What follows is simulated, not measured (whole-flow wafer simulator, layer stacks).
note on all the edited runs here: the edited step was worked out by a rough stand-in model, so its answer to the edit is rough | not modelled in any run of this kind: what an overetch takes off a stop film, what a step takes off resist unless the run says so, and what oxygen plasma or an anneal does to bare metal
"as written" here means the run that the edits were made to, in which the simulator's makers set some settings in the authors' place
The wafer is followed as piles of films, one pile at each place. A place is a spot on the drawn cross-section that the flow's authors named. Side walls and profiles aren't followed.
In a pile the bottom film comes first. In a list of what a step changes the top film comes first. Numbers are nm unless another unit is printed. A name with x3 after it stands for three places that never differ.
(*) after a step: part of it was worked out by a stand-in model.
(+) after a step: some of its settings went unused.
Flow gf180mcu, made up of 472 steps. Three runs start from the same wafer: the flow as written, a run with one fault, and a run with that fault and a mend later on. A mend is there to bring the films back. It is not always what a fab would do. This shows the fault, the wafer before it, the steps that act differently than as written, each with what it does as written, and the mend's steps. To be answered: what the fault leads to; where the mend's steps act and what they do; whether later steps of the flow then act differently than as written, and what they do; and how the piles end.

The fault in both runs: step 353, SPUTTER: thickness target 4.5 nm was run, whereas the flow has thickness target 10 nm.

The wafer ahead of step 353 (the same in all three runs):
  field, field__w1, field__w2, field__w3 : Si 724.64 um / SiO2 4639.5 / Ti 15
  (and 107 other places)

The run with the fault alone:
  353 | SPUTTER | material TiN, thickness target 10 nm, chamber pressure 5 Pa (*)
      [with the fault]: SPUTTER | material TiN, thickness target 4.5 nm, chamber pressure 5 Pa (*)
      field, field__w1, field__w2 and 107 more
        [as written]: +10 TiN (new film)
        [with the fault]: +4.5 TiN (new film)
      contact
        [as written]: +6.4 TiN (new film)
        [with the fault]: +2.89 TiN (new film)
  Steps further on in the flow that do not act as written (1 other step is not shown; it differs only slightly, by no more than 2% or 0.5 nm, whichever is larger):
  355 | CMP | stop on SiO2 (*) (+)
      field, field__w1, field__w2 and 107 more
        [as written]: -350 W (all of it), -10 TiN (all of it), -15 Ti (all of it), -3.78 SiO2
        [with the fault]: -350 W (all of it), -4.5 TiN (all of it), -15 Ti (all of it), -3.73 SiO2
  The piles end different from the flow's at contact by more than 2% or 0.5 nm, whichever is larger.
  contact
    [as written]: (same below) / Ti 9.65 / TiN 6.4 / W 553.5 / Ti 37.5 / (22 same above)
    [with the fault]: (same below) / Ti 9.65 / TiN 2.89 / W 557.1 / Ti 37.5 / (22 same above)

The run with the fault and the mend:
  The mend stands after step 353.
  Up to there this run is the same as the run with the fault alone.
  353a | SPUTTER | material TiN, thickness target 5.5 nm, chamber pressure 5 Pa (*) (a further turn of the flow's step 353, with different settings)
      field, field__w1, field__w2 and 107 more
        +5.5 TiN
      contact
        +3.52 TiN
  Every later step of the flow that is run acts as written at every place that is followed.
  The piles end the same as the flow's at every place that both follow.
